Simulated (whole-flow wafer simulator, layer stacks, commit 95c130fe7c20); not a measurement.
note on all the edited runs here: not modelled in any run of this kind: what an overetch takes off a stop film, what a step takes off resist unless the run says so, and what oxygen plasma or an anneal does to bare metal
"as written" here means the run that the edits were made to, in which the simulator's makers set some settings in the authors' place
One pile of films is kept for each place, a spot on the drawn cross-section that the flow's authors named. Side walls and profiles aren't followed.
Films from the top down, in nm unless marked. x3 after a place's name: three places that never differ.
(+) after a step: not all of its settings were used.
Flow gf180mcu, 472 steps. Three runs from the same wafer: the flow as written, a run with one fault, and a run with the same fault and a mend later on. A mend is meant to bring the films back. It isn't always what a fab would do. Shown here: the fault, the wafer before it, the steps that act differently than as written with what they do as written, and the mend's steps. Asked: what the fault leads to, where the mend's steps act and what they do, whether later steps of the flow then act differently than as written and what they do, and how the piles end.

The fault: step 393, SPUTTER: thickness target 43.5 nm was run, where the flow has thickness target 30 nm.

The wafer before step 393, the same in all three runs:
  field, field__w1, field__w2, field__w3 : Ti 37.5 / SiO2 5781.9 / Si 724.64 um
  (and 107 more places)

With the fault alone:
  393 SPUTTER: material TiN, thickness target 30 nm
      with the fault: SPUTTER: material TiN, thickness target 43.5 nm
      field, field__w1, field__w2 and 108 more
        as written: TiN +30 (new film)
        with the fault: TiN +43.5 (new film)
  Later steps of the flow that act differently than as written (1 more step differs only slightly, by at most 2% or 0.5 nm, whichever is larger, and isn't shown):
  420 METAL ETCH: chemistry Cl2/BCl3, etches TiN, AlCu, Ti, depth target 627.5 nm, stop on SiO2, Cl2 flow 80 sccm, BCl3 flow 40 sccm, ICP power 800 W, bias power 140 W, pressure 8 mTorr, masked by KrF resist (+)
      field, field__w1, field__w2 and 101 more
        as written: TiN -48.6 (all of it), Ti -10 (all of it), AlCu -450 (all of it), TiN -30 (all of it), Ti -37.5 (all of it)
        with the fault: TiN -48.6 (all of it), Ti -10 (all of it), AlCu -450 (all of it), TiN -43.5 (all of it), Ti -37.5 (all of it)
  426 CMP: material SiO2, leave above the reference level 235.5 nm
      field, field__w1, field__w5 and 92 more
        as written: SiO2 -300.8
        with the fault: SiO2 -287.3
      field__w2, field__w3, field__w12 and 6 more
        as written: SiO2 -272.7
        with the fault: SiO2 -258.6
  At the end the piles differ from the flow's by more than 2% or 0.5 nm, whichever is larger, at field__w4, field__w8, contact, m1, m1__w1, mim, mim_1p0, m1_nw.
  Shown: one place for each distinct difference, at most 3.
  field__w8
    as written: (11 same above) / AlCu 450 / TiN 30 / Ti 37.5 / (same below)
    with the fault: (11 same above) / AlCu 450 / TiN 43.5 / Ti 37.5 / (same below)
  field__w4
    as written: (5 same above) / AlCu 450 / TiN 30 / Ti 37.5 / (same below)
    with the fault: (5 same above) / AlCu 450 / TiN 43.5 / Ti 37.5 / (same below)
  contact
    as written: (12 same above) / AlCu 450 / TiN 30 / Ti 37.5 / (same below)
    with the fault: (12 same above) / AlCu 450 / TiN 43.5 / Ti 37.5 / (same below)

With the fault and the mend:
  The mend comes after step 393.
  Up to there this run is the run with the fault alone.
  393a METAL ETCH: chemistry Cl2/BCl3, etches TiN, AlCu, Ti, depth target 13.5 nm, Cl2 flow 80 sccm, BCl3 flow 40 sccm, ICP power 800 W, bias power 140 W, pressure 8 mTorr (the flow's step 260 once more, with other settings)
      field, field__w1, field__w2 and 108 more
        TiN -13.5
  No later step of the flow acts differently than as written at any place that is followed.
  At the end the piles are the same as the flow's at every place that both follow.
